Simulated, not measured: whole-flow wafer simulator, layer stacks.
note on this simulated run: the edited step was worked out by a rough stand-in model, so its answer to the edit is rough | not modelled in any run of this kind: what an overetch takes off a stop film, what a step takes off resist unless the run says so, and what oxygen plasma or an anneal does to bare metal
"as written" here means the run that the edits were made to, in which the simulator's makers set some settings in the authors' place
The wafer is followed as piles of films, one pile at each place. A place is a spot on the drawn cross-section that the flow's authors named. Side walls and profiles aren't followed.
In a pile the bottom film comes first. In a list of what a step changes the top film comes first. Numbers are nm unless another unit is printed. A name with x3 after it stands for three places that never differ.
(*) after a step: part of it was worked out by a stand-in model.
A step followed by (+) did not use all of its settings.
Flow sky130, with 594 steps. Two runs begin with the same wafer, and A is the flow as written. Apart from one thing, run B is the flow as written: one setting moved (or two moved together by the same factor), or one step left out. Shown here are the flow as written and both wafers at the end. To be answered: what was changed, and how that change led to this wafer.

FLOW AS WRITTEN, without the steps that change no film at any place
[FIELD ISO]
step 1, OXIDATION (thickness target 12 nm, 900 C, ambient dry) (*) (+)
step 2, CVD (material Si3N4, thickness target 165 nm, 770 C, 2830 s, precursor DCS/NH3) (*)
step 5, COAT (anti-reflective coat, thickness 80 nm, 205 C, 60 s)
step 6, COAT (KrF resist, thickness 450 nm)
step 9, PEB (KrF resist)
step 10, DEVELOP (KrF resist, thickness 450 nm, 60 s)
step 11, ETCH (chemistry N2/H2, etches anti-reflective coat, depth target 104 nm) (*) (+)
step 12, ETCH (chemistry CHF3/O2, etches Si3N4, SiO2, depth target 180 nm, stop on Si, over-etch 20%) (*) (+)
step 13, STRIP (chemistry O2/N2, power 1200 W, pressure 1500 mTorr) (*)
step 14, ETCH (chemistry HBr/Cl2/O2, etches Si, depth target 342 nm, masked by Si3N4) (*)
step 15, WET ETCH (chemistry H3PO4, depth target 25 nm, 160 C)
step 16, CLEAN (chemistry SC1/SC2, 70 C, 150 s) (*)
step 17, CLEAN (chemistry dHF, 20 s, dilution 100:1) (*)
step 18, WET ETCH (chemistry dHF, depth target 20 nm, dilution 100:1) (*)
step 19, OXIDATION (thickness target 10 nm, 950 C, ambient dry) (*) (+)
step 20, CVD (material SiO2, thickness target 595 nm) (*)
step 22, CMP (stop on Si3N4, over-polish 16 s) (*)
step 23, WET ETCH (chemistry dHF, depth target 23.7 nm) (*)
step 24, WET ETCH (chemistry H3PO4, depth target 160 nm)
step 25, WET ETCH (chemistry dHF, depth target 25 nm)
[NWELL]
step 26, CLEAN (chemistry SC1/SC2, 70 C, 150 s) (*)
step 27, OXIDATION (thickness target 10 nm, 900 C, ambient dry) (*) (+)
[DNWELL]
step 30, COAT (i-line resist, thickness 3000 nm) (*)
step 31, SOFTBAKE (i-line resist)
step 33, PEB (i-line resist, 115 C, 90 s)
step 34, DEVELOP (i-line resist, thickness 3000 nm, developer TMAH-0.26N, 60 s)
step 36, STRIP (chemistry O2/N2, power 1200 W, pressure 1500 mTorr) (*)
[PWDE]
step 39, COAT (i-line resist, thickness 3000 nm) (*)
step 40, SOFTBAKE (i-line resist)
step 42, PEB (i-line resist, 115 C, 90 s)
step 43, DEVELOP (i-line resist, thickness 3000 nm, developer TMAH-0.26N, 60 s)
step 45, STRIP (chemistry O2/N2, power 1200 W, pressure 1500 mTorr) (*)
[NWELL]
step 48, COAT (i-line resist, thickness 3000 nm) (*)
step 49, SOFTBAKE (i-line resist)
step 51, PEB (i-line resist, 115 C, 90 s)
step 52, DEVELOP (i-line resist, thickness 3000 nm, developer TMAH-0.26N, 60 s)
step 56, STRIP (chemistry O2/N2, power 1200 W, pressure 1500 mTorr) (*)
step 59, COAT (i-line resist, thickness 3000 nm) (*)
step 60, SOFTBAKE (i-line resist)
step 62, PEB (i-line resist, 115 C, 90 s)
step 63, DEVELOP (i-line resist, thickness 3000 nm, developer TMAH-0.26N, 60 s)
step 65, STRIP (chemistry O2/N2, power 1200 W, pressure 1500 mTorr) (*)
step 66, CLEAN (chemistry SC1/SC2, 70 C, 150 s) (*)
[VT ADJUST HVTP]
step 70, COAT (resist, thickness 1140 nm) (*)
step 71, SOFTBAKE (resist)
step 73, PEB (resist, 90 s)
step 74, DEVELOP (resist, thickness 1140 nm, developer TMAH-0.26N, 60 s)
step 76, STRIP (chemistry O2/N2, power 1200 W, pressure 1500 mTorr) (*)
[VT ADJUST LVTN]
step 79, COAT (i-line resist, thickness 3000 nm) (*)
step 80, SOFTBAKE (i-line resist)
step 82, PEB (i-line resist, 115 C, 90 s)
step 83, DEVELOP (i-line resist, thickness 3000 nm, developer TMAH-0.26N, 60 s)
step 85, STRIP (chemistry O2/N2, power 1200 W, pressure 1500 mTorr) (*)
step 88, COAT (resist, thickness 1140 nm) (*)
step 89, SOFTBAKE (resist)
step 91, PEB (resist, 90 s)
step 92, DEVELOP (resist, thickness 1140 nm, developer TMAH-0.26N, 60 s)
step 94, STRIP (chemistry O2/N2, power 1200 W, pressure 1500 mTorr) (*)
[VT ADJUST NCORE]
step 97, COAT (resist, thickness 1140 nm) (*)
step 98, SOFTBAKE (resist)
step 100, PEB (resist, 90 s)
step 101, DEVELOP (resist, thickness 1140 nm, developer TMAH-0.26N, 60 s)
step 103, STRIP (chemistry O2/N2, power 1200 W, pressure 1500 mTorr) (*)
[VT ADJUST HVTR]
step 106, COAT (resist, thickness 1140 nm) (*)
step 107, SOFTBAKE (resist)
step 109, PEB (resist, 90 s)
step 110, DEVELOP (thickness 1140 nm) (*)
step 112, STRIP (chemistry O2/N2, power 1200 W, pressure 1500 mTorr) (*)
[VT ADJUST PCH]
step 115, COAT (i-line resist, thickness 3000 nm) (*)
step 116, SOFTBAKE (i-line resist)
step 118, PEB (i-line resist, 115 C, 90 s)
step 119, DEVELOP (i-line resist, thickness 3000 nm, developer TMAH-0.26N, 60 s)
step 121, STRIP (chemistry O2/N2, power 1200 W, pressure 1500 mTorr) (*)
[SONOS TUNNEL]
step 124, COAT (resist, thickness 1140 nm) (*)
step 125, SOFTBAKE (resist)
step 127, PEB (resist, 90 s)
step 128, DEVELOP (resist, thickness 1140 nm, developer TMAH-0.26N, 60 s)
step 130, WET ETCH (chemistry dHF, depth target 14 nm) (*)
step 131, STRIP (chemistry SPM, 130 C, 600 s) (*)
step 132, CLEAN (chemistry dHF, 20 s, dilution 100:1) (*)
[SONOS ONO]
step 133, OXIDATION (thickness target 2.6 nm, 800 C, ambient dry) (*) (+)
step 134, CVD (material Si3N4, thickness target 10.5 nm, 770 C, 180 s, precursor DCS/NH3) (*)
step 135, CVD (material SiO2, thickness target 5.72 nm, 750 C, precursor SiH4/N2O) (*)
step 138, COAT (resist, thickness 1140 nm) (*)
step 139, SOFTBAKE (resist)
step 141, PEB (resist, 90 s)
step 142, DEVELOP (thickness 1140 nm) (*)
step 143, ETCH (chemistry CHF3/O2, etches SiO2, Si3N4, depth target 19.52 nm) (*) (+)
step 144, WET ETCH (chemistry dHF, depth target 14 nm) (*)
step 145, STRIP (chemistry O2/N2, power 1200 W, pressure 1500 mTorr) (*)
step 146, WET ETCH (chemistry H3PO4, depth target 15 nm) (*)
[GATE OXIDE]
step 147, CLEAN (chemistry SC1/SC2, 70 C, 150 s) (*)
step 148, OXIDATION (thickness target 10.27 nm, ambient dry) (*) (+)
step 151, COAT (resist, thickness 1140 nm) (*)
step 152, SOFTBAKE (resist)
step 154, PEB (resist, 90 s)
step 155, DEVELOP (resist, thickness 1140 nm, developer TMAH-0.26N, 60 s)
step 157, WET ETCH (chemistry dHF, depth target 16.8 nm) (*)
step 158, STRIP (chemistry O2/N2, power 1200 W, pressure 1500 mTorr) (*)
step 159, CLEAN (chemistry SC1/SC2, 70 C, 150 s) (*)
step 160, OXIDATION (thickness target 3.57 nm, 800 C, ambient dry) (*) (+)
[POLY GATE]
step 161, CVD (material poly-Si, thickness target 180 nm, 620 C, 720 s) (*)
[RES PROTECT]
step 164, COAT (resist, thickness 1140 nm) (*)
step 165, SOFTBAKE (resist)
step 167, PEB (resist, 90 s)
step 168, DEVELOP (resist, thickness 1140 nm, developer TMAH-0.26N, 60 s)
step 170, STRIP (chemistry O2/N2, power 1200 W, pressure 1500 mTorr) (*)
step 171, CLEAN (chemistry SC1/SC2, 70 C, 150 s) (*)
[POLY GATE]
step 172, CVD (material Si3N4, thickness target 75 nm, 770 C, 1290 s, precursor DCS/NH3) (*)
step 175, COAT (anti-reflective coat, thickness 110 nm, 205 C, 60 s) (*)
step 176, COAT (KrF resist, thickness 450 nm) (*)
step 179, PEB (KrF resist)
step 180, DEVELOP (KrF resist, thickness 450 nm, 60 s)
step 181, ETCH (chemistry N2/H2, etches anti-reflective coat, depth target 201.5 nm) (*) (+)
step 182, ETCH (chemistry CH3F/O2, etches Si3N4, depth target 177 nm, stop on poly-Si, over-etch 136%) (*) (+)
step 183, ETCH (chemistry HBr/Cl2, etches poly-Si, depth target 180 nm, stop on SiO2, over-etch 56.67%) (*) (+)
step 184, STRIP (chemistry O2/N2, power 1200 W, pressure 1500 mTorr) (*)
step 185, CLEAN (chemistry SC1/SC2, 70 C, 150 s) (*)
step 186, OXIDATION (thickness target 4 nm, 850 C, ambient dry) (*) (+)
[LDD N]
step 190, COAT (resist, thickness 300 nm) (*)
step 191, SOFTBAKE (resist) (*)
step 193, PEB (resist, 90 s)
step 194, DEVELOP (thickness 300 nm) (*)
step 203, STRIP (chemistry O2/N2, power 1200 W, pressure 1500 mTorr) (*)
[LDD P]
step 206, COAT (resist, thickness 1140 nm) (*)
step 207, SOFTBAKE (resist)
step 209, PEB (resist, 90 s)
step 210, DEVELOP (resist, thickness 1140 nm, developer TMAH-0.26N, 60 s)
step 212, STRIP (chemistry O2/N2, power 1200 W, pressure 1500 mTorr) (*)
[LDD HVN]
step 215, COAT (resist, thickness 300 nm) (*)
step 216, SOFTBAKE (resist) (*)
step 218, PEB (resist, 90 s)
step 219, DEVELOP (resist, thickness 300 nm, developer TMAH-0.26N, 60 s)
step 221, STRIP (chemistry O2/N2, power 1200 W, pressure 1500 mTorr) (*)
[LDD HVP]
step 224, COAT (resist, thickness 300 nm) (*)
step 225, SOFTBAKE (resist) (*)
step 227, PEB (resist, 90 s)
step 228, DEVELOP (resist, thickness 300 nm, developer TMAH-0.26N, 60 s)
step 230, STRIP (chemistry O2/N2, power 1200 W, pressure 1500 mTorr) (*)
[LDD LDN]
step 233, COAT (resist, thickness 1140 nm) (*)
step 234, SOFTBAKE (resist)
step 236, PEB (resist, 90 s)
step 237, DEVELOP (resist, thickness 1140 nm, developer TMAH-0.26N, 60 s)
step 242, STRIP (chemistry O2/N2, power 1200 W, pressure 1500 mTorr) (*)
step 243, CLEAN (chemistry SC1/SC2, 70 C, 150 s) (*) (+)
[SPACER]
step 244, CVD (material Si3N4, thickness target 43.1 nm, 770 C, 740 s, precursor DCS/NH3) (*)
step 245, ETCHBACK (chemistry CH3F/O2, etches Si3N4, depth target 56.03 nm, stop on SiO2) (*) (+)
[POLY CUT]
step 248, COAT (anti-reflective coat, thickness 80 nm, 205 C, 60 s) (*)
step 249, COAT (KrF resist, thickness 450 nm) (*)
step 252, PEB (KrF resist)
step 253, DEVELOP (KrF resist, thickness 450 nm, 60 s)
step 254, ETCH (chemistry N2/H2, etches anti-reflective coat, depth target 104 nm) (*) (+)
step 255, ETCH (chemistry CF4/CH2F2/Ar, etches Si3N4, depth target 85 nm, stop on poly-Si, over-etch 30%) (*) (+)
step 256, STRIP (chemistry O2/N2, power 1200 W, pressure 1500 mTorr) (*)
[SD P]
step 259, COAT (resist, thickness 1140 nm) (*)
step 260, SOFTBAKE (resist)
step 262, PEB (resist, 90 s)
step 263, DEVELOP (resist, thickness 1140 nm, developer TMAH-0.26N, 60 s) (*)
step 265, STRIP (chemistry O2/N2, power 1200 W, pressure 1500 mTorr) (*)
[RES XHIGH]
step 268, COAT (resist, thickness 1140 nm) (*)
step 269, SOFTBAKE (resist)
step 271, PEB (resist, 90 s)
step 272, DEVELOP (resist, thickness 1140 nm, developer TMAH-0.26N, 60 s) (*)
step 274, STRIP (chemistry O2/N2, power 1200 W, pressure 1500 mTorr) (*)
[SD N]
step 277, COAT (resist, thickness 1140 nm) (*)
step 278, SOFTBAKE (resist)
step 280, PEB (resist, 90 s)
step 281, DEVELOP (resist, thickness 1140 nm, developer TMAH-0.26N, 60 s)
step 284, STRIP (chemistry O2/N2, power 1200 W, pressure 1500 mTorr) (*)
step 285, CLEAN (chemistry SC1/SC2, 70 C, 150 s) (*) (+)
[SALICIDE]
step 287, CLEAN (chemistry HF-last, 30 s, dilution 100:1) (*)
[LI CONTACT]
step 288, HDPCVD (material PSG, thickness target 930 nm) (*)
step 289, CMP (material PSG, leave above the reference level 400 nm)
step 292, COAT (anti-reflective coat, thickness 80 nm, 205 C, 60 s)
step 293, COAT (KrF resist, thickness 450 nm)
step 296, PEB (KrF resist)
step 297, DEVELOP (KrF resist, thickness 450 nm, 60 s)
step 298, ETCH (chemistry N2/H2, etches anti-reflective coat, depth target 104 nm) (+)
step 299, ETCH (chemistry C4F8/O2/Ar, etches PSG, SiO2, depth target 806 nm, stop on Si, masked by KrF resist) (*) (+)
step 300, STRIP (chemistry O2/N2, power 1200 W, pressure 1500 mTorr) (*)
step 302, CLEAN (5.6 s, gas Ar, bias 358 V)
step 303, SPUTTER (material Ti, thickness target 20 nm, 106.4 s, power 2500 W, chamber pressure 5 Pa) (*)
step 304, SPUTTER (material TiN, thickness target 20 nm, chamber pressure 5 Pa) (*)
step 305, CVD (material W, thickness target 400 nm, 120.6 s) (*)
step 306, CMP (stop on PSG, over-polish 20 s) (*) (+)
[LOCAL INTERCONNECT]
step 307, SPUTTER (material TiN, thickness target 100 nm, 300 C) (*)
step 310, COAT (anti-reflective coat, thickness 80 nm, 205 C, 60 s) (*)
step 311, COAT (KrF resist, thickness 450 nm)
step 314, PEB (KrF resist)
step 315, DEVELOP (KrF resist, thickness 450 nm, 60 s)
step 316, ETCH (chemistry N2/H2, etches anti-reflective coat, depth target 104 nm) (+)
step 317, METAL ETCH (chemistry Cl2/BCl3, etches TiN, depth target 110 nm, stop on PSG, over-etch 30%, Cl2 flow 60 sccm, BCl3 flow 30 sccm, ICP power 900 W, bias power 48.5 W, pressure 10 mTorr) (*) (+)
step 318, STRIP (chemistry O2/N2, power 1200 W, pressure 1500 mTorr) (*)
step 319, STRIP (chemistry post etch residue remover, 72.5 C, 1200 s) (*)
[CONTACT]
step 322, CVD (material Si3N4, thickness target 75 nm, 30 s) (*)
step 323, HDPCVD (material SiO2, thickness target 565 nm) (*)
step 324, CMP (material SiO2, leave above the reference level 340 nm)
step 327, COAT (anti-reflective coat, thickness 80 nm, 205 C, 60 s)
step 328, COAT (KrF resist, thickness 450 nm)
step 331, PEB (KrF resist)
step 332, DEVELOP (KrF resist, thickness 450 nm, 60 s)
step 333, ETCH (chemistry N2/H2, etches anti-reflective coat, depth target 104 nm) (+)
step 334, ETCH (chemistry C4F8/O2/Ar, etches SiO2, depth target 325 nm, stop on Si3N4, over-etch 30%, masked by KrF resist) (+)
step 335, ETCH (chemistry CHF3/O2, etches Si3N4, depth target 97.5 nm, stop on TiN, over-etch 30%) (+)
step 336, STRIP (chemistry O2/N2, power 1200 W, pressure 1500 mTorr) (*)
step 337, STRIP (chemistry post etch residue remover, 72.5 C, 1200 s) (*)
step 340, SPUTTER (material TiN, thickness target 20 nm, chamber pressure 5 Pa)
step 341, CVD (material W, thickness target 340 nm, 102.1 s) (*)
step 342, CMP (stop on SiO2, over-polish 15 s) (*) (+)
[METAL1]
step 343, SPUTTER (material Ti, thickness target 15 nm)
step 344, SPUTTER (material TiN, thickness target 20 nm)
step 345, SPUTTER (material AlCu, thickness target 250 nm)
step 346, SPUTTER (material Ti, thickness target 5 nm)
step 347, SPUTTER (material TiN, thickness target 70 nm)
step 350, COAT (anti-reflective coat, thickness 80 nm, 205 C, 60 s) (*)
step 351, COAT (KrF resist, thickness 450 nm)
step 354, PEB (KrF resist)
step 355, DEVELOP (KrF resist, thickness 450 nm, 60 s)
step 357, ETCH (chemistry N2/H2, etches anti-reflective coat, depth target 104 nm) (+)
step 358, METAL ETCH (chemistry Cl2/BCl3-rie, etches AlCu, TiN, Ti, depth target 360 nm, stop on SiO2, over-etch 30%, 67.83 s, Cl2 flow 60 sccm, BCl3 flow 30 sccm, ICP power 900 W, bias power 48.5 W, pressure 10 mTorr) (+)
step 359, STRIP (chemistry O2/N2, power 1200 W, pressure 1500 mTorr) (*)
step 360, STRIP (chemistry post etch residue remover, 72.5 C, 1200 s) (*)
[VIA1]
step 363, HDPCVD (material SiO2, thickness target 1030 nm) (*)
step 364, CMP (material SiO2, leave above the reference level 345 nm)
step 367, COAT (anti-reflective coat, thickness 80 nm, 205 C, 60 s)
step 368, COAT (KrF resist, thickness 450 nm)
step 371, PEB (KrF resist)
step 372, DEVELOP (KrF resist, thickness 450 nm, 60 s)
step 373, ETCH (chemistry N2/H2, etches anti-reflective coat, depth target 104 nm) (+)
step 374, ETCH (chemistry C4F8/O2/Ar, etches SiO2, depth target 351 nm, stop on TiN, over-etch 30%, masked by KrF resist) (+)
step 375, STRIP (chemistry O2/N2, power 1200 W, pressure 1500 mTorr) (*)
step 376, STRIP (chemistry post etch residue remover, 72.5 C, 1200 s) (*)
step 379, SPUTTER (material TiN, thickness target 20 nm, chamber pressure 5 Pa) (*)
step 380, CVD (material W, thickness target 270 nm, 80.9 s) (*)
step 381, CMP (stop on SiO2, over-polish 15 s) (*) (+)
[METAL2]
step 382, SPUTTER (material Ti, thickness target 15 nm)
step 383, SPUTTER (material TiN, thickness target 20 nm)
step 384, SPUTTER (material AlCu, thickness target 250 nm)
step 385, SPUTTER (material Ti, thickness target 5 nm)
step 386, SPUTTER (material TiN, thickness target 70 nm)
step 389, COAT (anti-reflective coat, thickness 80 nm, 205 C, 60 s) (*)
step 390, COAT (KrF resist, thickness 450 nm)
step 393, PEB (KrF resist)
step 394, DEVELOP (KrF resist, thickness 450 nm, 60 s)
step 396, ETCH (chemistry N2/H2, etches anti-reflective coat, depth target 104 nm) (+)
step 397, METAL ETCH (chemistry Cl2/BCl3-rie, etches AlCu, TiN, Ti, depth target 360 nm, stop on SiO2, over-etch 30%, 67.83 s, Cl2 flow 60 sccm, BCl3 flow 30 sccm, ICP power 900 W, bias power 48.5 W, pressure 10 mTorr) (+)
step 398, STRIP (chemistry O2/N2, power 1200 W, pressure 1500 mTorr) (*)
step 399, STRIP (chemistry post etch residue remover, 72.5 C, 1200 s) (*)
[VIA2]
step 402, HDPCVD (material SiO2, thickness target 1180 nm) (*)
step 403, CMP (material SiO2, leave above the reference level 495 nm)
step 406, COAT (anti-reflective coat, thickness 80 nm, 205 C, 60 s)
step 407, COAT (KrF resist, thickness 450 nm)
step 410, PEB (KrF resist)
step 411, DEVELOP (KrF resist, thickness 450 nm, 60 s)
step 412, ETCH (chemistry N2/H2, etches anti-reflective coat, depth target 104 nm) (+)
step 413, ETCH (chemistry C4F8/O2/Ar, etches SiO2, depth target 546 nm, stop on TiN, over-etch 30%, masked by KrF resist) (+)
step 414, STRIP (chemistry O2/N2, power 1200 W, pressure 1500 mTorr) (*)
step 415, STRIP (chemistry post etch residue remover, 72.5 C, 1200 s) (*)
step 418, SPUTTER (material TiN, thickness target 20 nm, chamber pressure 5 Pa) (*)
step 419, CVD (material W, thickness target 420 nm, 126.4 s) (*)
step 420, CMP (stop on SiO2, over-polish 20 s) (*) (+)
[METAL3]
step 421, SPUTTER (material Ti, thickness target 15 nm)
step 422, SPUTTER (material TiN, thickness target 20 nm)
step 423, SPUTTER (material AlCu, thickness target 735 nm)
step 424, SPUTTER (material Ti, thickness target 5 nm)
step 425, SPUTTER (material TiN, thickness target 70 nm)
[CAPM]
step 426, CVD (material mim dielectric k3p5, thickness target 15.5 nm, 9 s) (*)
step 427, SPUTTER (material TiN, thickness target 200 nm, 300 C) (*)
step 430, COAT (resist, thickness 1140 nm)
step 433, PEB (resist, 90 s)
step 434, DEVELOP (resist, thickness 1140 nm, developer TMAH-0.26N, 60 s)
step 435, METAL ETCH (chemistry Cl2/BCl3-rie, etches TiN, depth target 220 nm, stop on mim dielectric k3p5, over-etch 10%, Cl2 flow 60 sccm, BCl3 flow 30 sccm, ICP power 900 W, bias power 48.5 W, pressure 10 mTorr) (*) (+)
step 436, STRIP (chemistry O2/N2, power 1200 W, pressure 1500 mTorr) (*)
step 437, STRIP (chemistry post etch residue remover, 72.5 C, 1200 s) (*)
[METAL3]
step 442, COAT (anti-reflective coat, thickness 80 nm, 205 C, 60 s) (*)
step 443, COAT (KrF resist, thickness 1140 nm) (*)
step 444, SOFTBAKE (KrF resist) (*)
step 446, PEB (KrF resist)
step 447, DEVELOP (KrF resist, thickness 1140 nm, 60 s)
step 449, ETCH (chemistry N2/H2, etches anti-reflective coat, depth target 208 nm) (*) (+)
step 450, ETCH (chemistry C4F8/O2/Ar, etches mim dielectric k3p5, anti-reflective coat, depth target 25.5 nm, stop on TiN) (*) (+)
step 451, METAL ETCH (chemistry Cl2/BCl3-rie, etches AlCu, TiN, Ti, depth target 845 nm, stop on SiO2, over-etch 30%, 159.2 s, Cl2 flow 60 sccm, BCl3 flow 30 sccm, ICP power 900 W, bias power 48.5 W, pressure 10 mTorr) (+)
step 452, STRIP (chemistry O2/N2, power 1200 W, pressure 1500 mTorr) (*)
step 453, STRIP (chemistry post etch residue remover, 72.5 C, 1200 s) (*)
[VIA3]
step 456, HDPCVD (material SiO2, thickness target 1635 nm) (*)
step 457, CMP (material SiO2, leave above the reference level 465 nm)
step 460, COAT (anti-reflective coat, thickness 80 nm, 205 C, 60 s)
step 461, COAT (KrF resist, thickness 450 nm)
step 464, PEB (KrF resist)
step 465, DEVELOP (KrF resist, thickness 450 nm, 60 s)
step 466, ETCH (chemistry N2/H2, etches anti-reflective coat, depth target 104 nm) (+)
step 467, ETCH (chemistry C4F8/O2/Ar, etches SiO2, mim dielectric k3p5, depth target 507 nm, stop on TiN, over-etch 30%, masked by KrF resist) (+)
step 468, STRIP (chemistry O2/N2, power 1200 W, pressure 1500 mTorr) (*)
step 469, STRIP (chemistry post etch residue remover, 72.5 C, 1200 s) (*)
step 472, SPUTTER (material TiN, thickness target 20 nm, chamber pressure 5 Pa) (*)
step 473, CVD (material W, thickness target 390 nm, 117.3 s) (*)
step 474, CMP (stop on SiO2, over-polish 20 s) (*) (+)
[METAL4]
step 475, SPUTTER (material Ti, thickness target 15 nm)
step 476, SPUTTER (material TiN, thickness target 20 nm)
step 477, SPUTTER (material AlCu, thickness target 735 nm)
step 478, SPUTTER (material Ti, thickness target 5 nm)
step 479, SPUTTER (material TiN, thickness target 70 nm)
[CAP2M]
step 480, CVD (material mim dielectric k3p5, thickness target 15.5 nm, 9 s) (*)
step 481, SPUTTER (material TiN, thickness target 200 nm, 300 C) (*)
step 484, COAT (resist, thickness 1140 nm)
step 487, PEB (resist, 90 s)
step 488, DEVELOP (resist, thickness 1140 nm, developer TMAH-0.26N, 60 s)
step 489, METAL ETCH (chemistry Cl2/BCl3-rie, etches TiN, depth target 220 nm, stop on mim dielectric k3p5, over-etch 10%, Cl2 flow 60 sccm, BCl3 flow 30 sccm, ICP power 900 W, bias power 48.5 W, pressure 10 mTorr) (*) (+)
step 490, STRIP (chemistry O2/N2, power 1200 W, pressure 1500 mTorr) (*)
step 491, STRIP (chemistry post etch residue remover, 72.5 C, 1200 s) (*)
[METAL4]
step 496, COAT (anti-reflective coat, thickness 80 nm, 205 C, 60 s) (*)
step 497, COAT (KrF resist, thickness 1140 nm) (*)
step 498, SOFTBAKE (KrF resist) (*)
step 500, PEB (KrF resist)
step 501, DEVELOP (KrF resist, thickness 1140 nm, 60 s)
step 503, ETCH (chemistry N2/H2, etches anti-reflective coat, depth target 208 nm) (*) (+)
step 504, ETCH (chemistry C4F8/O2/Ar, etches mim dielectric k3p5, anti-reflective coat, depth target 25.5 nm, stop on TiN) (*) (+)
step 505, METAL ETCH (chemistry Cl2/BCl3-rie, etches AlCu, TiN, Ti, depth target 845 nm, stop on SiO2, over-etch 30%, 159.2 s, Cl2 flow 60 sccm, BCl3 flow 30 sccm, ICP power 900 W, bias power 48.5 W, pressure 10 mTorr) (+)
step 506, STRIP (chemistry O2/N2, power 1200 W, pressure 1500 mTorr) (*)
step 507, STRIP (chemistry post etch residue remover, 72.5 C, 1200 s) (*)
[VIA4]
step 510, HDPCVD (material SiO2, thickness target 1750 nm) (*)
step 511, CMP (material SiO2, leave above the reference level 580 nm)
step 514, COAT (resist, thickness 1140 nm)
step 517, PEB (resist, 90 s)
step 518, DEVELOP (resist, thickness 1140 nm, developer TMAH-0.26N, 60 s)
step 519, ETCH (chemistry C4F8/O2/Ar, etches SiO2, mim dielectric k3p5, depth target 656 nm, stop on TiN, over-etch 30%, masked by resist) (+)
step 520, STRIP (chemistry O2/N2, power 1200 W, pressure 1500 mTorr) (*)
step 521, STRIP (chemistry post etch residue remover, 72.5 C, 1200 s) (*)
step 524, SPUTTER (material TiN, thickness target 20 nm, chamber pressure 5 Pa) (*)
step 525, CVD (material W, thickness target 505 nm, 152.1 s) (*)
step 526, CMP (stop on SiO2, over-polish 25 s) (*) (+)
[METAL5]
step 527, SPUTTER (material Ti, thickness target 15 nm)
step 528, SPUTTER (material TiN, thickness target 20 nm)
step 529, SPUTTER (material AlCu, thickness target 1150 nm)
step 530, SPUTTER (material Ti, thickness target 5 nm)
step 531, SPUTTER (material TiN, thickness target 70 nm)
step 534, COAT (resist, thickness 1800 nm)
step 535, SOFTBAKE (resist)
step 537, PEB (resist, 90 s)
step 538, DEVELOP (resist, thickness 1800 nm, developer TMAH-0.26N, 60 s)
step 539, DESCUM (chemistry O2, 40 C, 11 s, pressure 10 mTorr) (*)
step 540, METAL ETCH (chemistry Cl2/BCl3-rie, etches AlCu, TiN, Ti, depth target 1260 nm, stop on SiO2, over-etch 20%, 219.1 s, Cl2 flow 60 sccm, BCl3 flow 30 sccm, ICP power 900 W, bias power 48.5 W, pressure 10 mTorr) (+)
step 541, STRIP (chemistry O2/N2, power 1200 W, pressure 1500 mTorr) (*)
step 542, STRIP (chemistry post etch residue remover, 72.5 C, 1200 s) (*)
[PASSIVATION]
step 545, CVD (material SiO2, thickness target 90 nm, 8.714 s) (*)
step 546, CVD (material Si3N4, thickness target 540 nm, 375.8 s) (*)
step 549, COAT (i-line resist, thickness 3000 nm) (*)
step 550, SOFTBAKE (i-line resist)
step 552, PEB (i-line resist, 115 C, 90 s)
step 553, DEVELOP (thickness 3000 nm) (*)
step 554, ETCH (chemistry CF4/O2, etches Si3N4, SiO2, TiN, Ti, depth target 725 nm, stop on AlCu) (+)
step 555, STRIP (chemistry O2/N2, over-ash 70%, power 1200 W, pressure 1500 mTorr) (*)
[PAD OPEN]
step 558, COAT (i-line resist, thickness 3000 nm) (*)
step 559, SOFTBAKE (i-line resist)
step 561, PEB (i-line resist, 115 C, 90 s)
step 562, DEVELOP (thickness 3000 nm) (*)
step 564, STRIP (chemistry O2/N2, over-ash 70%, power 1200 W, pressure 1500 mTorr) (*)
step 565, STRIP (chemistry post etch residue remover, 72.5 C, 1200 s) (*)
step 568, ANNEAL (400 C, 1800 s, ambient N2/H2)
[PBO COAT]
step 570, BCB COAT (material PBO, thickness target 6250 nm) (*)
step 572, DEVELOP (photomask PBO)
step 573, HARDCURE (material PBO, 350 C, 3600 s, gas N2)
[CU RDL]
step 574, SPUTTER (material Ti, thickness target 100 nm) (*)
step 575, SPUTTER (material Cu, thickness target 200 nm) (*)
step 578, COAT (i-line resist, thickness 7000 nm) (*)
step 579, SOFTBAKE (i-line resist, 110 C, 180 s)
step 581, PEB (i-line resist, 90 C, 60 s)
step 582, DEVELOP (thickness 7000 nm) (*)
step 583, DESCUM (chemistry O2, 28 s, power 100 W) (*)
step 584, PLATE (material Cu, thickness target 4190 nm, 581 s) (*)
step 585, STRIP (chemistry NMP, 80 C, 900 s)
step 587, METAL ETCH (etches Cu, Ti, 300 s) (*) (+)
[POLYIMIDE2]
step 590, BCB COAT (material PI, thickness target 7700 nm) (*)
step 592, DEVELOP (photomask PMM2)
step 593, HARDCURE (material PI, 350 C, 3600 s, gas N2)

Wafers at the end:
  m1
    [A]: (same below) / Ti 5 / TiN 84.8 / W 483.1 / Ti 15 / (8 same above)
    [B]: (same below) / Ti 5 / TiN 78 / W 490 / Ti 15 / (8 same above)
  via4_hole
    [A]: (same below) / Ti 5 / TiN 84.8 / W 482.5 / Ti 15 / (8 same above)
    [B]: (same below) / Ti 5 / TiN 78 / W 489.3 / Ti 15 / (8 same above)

The reason: step 524, SPUTTER: thickness target 11 nm was run, though the flow has thickness target 20 nm.

The path from the change to this, step by step:
  step 524, SPUTTER (material TiN, thickness target 20 nm, chamber pressure 5 Pa) (*)
      field, active, n_well and 188 more: A +20 TiN (new film) | B +11 TiN (new film)
      m1: A +15.3 TiN | B +8.4 TiN
      (also at 1 further place)
  step 526, CMP (stop on SiO2, over-polish 25 s) (*) (+)
      field, active, n_well and 188 more: A -505 W (all of it), -20 TiN (all of it), -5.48 SiO2 | B -505 W (all of it), -11 TiN (all of it), -5.48 SiO2
